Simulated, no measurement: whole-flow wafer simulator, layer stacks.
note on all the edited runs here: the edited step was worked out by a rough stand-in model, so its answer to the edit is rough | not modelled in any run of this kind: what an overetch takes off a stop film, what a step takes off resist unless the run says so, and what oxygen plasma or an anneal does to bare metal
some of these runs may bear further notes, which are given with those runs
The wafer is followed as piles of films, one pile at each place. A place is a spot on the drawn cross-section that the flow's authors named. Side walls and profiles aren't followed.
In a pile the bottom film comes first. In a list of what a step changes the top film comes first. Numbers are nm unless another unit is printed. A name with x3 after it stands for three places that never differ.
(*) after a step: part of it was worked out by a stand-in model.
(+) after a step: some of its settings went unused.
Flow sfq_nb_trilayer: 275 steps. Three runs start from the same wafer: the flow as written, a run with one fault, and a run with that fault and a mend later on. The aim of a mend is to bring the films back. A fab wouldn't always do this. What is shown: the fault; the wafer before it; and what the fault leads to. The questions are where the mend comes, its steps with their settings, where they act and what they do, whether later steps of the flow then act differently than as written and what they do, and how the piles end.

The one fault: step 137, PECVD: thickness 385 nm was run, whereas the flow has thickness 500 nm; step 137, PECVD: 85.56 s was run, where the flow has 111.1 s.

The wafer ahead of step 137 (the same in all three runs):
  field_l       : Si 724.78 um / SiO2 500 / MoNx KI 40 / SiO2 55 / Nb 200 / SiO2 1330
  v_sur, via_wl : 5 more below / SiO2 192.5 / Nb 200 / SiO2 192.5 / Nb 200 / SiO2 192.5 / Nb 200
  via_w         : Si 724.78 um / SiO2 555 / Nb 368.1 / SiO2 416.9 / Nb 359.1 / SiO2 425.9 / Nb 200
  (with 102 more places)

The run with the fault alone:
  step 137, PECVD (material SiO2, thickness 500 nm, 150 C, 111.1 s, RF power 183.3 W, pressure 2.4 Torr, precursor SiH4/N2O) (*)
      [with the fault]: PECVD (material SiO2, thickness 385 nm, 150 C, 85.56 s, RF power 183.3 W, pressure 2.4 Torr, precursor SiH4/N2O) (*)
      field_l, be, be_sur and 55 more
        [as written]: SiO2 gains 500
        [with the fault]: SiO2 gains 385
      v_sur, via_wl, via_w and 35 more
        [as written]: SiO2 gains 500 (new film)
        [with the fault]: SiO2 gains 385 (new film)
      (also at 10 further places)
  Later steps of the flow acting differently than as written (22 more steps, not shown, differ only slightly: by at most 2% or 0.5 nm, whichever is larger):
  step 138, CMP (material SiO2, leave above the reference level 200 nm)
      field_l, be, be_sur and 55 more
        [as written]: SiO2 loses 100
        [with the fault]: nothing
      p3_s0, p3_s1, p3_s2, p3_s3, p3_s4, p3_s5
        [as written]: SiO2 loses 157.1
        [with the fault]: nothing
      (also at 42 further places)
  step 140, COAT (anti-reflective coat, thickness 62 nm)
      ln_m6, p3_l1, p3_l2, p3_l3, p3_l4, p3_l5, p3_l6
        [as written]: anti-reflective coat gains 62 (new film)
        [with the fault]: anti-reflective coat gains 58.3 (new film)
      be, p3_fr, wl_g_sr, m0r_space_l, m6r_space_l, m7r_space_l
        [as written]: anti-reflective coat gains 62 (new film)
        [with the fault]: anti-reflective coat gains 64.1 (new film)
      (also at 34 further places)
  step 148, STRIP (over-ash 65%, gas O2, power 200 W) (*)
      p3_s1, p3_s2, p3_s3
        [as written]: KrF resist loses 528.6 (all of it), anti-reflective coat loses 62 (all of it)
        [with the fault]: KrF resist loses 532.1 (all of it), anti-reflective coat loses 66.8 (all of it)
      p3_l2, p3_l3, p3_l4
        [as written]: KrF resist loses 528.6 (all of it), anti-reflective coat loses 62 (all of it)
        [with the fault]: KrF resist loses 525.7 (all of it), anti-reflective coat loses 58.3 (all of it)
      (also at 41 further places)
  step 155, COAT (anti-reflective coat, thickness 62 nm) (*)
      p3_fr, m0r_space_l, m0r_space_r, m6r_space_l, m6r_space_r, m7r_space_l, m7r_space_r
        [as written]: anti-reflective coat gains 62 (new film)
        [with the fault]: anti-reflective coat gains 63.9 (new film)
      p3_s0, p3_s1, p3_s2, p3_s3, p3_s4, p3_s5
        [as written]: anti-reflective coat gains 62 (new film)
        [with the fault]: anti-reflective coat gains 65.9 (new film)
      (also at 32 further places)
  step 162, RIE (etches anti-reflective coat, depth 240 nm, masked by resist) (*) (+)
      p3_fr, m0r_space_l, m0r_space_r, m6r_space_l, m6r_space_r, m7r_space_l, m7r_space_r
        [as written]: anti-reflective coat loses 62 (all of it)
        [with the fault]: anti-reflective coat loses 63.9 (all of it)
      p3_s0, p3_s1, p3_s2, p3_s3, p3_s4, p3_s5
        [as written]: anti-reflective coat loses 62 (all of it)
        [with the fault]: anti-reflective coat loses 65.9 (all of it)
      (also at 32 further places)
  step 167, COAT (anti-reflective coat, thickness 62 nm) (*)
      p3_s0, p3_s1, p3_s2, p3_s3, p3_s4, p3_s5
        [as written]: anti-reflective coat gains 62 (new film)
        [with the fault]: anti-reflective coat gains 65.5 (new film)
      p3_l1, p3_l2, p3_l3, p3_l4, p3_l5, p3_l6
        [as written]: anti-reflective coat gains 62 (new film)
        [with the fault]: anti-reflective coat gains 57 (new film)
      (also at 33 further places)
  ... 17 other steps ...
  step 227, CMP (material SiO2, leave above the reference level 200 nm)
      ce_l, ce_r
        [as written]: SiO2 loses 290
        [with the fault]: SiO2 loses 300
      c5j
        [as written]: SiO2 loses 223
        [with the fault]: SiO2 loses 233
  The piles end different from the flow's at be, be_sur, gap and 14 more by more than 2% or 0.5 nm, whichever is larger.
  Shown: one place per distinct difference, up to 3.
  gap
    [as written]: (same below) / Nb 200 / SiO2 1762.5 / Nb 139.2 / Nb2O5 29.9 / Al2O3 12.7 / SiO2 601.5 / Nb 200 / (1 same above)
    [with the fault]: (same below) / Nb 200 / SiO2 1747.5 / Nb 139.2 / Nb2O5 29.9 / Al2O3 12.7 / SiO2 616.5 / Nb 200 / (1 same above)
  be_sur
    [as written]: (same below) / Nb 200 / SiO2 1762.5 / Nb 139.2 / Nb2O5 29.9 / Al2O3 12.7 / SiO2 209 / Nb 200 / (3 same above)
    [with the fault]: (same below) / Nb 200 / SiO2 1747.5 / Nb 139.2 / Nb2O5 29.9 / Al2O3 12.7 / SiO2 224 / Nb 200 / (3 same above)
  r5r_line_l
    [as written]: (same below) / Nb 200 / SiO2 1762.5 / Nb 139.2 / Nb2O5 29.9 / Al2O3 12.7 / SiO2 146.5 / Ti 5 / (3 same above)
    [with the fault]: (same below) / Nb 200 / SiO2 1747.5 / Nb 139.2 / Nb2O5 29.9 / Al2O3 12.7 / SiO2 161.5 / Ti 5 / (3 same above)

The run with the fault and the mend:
  After step 137 comes the mend.
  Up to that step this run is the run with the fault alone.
  step 137a, PECVD (material SiO2, thickness 115 nm, 150 C, 25.56 s, RF power 183.3 W, pressure 2.4 Torr, precursor SiH4/N2O) (*) (the flow's step 137 again, with other settings)
      field_l, v_sur, via_wl and 99 more
        SiO2 gains 115
      lsp_r, l0_sur, l0v
        SiO2 gains 113.3
      via_v
        SiO2 gains 110.1
  Later steps of the flow acting differently than as written:
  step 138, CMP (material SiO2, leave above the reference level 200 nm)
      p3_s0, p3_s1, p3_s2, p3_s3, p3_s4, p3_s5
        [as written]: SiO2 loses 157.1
        [with the mend]: SiO2 loses 100
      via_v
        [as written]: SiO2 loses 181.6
        [with the mend]: SiO2 loses 134.5
  At every place that both follow, the piles at the end match the flow's.
